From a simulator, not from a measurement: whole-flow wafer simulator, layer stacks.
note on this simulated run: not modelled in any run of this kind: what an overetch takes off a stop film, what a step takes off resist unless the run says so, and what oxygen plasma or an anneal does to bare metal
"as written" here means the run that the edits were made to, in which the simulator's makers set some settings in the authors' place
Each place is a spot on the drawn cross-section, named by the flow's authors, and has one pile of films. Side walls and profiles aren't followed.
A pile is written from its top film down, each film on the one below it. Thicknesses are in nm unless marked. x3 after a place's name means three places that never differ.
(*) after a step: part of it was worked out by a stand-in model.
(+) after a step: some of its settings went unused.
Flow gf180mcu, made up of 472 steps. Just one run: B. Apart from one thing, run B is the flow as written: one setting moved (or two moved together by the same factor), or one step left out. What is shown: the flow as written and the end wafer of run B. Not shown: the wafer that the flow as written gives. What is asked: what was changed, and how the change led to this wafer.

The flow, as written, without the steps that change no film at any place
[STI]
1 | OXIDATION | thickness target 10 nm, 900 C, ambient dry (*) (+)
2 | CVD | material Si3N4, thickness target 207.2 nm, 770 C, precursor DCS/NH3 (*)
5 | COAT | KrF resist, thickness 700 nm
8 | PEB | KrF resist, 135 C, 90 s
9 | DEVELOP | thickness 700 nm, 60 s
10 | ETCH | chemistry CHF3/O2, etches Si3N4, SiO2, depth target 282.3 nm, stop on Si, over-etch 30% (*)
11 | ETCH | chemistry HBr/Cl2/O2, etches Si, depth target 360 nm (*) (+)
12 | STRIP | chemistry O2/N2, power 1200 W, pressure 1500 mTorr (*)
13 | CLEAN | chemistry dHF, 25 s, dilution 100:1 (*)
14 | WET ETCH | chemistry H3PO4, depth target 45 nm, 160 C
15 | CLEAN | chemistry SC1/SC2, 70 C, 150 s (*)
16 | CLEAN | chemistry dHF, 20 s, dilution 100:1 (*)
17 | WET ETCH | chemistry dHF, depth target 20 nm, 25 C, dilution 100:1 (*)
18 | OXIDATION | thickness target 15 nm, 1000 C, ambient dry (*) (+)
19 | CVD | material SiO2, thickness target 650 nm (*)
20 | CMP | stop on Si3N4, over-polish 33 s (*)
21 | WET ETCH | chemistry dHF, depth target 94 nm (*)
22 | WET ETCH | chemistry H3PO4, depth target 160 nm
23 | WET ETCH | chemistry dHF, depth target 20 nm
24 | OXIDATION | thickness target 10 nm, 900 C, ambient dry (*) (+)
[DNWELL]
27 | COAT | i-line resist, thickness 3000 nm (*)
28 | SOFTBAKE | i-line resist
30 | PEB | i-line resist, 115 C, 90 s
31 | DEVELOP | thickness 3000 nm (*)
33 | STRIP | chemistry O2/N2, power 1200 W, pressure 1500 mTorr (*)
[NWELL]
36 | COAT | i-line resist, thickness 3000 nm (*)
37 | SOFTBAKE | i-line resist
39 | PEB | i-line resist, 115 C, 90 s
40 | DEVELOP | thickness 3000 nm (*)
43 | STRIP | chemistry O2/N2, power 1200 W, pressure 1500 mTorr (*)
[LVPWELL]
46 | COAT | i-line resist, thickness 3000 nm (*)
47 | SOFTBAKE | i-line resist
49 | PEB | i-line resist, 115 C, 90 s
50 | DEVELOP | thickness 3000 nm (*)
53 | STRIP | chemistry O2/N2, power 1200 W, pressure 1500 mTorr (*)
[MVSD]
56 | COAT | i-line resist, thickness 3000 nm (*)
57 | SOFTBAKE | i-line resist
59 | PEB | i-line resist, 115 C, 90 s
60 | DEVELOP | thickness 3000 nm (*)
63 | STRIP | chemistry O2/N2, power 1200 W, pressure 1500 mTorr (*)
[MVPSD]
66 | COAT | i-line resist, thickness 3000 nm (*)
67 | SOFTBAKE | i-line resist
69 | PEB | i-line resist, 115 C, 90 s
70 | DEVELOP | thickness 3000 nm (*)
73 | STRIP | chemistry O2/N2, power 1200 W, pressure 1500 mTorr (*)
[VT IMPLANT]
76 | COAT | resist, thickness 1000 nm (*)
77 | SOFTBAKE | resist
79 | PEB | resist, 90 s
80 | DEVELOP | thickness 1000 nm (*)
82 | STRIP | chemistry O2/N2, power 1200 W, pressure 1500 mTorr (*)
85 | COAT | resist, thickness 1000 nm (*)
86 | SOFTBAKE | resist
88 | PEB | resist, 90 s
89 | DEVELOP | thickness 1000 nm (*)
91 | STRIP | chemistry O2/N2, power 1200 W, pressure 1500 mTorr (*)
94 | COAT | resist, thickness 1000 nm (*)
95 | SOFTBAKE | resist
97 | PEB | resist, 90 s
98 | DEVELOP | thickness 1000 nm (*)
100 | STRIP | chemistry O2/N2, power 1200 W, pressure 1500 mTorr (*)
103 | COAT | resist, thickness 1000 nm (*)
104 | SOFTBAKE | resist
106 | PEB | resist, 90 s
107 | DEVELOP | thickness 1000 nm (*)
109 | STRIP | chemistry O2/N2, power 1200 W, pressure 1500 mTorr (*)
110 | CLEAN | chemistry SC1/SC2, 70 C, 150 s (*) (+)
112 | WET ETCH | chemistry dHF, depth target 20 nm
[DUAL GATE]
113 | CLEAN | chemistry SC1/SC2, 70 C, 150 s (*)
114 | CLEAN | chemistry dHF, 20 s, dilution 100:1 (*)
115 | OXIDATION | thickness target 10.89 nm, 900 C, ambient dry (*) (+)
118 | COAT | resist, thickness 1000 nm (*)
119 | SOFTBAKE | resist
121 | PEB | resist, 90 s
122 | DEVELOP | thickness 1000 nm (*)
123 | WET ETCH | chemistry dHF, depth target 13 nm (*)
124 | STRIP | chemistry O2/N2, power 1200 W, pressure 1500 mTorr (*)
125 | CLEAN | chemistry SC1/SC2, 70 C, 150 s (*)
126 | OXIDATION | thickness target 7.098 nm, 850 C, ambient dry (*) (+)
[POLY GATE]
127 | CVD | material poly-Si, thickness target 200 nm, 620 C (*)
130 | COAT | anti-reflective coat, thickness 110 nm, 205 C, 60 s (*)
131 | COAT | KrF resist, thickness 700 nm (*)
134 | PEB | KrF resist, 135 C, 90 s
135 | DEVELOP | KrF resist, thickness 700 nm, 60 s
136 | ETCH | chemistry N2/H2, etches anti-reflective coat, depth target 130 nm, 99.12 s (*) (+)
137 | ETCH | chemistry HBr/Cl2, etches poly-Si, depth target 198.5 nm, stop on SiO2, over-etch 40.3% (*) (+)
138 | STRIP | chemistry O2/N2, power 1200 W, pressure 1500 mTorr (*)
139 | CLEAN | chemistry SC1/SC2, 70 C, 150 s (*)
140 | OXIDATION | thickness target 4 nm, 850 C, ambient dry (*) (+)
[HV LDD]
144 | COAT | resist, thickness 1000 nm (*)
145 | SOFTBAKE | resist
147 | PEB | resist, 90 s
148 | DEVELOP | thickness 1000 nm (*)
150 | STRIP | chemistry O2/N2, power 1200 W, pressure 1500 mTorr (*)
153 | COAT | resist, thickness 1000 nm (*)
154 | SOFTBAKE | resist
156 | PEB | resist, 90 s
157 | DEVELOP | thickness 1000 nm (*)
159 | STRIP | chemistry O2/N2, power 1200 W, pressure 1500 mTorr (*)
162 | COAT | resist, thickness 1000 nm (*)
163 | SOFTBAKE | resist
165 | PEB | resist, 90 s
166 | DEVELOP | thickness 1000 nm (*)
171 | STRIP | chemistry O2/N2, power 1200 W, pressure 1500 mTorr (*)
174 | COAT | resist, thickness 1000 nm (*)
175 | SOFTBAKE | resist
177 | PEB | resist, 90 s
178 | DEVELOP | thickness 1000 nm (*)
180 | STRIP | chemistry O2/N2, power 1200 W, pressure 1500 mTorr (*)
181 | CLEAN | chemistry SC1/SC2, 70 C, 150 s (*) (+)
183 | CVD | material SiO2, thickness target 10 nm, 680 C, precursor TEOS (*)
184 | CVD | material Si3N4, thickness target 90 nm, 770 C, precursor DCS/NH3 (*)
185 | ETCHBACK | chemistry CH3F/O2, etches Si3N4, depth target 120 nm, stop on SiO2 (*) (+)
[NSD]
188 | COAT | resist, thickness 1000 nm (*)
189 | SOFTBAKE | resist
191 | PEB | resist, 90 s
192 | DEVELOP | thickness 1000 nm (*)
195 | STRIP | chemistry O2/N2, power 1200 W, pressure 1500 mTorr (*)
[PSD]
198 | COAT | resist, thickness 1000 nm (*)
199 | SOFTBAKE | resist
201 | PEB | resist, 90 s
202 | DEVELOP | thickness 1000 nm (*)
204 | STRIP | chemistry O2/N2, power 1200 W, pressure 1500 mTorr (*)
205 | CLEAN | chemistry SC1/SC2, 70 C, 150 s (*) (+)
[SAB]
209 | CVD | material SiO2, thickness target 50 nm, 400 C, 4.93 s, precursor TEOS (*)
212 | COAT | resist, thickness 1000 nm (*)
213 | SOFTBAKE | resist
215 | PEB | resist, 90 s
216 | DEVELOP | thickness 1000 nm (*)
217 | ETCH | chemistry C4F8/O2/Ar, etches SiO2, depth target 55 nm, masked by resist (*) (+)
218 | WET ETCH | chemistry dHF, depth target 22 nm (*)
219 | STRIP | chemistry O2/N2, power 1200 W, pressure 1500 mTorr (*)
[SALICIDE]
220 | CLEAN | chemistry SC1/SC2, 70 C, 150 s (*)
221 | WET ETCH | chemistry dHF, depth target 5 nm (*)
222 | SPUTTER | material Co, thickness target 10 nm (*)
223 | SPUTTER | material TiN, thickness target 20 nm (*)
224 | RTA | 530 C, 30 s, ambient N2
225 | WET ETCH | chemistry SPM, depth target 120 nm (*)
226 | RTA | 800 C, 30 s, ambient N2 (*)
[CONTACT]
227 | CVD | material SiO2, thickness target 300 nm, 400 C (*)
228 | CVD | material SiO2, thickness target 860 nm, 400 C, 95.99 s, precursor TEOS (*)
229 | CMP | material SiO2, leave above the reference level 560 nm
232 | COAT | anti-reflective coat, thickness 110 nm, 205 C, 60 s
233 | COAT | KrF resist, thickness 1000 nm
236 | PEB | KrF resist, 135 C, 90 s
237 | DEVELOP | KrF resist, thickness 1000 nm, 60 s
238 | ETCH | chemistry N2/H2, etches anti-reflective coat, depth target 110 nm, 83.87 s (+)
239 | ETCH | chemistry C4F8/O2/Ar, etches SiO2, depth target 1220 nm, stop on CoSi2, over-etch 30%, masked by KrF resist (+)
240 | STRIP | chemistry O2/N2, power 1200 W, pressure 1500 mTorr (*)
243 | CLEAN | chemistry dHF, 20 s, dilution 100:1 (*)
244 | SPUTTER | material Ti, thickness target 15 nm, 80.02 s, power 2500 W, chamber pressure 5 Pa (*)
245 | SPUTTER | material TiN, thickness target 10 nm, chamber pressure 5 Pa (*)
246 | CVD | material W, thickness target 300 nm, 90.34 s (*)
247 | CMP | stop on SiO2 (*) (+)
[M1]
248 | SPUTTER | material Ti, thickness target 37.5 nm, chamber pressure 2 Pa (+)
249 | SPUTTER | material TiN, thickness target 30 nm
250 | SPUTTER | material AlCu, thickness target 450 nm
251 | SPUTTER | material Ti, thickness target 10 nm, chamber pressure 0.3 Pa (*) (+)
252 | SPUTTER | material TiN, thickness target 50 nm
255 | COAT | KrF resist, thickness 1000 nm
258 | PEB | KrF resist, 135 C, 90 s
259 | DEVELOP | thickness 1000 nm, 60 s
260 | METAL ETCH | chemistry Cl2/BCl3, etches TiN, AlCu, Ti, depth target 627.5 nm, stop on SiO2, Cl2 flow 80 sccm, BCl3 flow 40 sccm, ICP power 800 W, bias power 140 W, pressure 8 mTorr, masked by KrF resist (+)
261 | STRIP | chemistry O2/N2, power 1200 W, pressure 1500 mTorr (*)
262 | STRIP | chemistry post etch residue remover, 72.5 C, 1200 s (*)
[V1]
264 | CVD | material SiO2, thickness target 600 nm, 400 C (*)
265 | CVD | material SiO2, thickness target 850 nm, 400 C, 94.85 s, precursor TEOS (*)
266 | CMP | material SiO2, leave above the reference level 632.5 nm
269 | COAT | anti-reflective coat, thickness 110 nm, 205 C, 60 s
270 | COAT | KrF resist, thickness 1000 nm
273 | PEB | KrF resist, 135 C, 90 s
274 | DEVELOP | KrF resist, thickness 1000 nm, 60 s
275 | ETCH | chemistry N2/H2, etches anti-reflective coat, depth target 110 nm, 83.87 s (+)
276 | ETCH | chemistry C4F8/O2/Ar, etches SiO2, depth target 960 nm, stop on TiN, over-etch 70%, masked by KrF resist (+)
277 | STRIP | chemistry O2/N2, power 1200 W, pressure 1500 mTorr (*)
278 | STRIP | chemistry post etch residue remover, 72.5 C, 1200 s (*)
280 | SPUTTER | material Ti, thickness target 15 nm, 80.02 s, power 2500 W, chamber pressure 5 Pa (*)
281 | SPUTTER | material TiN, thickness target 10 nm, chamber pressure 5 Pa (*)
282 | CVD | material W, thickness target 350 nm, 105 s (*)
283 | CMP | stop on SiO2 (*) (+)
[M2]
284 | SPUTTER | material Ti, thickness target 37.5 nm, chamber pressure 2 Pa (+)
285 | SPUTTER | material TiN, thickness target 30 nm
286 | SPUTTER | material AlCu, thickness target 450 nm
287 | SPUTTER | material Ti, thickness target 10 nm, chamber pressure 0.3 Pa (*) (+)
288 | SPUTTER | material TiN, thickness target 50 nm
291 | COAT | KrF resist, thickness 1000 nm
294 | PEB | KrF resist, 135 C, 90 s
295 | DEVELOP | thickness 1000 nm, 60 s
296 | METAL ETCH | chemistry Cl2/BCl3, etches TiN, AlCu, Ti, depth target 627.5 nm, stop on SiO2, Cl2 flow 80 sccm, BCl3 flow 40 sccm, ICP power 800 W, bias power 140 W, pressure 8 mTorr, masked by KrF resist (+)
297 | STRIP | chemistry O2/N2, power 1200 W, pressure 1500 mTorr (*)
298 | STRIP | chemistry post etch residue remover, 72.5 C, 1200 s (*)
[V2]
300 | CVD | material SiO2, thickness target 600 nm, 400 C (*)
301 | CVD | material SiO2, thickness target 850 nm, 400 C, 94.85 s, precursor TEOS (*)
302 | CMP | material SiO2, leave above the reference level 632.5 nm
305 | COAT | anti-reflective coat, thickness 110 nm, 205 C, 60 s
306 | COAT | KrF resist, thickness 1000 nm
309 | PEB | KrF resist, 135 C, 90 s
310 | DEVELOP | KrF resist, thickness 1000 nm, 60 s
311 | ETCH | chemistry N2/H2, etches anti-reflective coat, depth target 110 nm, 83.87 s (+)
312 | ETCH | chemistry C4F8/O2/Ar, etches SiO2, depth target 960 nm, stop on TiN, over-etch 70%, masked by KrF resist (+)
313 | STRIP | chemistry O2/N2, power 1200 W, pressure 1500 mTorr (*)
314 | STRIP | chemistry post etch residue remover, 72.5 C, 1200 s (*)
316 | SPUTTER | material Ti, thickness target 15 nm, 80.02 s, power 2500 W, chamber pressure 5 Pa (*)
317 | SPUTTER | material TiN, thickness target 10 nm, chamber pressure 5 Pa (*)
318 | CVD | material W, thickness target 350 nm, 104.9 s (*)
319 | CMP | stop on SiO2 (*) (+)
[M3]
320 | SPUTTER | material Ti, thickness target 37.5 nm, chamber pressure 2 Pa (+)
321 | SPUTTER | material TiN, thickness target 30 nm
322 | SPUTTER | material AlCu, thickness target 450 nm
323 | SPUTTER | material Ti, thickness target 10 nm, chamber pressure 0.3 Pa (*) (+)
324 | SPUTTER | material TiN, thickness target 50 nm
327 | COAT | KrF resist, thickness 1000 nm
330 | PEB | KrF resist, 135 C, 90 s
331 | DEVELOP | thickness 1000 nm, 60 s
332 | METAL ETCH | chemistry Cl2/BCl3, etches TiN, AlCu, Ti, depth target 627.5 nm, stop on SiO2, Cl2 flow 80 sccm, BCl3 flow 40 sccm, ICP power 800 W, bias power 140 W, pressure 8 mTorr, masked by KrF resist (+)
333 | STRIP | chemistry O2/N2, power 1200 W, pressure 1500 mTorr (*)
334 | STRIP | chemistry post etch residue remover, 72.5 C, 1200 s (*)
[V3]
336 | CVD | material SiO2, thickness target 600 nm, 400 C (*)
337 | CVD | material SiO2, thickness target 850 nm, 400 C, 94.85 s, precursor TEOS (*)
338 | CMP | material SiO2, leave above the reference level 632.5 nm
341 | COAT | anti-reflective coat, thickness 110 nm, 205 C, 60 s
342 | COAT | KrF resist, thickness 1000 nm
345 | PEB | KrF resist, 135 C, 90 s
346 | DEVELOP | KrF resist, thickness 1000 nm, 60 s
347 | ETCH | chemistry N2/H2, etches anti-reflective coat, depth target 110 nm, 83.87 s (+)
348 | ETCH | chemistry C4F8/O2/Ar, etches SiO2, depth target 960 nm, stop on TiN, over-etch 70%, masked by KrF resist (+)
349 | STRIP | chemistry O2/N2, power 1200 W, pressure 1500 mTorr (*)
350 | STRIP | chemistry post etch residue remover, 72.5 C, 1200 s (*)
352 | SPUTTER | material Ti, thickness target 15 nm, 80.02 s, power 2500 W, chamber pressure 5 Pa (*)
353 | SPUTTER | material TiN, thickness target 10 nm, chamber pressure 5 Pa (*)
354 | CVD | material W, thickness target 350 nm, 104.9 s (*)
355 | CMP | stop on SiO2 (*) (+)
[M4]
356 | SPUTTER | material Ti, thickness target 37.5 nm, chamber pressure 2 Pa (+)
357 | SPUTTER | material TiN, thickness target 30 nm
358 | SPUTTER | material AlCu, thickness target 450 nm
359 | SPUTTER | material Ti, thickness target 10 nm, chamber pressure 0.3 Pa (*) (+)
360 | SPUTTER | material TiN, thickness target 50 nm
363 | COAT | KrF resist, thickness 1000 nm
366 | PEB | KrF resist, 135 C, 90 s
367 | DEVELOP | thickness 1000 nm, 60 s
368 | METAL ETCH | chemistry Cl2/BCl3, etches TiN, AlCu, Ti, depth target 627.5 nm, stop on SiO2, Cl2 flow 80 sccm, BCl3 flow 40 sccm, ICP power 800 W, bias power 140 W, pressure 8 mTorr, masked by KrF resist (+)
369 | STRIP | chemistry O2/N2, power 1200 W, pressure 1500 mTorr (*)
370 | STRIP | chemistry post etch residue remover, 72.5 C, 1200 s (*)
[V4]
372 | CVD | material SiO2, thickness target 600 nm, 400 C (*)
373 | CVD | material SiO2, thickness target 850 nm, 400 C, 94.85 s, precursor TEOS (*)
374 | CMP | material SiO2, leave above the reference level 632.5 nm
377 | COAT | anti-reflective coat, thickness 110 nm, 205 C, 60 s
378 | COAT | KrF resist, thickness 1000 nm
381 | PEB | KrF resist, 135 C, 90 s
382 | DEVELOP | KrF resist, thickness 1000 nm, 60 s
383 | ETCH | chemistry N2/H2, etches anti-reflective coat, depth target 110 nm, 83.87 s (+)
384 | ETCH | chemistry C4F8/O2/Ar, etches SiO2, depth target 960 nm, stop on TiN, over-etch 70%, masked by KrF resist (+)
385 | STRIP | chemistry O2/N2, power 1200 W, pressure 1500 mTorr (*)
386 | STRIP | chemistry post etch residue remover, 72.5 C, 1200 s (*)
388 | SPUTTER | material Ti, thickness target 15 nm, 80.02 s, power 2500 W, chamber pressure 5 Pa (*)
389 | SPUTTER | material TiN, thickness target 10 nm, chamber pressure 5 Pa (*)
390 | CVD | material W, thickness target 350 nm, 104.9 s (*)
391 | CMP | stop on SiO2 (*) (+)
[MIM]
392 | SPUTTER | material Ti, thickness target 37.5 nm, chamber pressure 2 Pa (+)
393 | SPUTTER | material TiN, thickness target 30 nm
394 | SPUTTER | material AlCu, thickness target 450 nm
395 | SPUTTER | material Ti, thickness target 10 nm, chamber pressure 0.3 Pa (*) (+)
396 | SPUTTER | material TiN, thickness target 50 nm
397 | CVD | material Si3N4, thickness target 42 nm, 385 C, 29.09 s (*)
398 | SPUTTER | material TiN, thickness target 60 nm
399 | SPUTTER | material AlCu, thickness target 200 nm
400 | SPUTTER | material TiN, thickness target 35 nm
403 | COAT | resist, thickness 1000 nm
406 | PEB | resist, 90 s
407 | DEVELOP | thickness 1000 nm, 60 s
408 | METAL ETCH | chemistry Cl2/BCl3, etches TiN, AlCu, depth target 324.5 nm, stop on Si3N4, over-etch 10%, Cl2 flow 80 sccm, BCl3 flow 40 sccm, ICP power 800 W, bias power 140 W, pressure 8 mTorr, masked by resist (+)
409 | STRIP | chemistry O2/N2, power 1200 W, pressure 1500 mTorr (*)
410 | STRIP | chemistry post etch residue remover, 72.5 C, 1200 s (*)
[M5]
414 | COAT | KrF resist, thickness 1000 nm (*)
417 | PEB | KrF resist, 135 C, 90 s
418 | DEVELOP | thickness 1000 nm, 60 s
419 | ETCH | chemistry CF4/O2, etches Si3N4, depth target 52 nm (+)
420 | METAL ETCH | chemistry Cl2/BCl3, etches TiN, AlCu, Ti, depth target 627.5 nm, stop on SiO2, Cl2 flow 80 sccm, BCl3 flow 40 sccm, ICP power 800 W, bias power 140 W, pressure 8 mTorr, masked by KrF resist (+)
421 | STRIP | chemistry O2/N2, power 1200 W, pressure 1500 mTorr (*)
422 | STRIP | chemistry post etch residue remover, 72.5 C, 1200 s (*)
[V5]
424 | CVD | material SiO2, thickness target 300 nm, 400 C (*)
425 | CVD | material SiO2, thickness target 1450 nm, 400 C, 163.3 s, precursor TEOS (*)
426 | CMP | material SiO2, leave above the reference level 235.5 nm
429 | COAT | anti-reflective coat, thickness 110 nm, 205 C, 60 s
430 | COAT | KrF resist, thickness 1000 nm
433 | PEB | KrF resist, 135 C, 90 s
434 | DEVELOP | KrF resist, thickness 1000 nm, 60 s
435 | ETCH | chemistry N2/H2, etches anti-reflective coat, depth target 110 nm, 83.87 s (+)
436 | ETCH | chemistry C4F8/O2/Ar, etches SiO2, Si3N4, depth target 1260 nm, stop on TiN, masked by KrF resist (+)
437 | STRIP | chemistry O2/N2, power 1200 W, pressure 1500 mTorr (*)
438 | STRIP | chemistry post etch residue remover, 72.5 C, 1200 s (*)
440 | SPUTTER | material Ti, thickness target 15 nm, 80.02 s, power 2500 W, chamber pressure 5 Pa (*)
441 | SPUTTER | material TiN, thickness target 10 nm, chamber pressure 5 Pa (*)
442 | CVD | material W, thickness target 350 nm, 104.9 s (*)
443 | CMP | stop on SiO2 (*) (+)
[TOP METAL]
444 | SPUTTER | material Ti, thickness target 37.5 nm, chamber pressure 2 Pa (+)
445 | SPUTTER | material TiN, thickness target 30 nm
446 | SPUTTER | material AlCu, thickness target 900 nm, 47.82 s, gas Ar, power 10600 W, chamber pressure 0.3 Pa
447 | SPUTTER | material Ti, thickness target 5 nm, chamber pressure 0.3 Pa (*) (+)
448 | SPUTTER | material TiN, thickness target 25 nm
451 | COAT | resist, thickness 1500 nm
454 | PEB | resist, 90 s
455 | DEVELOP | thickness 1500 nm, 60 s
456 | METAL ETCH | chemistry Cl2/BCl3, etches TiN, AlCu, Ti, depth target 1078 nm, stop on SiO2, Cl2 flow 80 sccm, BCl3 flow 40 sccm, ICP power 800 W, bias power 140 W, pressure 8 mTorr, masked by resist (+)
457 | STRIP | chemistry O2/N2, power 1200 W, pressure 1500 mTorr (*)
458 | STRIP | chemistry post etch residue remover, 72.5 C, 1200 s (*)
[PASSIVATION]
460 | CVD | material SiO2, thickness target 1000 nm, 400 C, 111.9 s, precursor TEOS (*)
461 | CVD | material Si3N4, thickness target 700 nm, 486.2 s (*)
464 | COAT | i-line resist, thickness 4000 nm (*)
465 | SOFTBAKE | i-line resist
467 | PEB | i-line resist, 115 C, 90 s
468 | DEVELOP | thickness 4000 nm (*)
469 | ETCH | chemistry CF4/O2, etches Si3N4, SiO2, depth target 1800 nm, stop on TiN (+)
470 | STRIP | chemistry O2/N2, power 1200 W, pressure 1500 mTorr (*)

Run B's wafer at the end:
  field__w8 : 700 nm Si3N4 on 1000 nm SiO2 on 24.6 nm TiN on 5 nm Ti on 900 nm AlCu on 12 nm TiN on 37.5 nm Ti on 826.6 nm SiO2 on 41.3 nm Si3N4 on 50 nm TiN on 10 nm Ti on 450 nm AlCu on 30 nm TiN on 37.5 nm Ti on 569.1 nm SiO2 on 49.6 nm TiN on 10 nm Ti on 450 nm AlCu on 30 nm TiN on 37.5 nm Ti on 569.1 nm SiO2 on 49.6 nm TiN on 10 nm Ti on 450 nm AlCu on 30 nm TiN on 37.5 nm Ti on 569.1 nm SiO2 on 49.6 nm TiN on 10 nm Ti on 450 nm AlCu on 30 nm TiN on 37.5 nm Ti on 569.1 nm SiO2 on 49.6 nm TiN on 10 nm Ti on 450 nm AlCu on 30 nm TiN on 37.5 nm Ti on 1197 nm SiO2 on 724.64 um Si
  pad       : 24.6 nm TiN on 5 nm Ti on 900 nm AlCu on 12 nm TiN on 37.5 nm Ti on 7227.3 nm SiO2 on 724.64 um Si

Cause: step 445, SPUTTER: thickness target 12 nm was run, whereas the flow has thickness target 30 nm.
One can read it off the wafer: field__w8 has TiN 12, and step 445 as written asks for 30 nm.

The path from the change to this, step by step:
  445 | SPUTTER | material TiN, thickness target 30 nm
      field, field__w1, field__w2 and 109 more: TiN gains 12 (new film) (as written it would have been: TiN gains 30 (new film))
  456 | METAL ETCH | chemistry Cl2/BCl3, etches TiN, AlCu, Ti, depth target 1078 nm, stop on SiO2, Cl2 flow 80 sccm, BCl3 flow 40 sccm, ICP power 800 W, bias power 140 W, pressure 8 mTorr, masked by resist (+)
      field, field__w1, field__w2 and 103 more: TiN loses 25 (all of it), Ti loses 5 (all of it), AlCu loses 900 (all of it), TiN loses 12 (all of it), Ti loses 37.5 (all of it) (as written it would have been: TiN loses 25 (all of it), Ti loses 5 (all of it), AlCu loses 900 (all of it), TiN loses 30 (all of it), Ti loses 37.5 (all of it))
  465 | SOFTBAKE | i-line resist
      field__w11, field__w13, nw_enc_fld_lv__w4: i-line resist gains 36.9 (as written it would have been: i-line resist gains 37.9)
      field__w5, field__w9: i-line resist gains 36.3 (as written it would have been: i-line resist gains 37.3)
      (as well as at 59 more places)
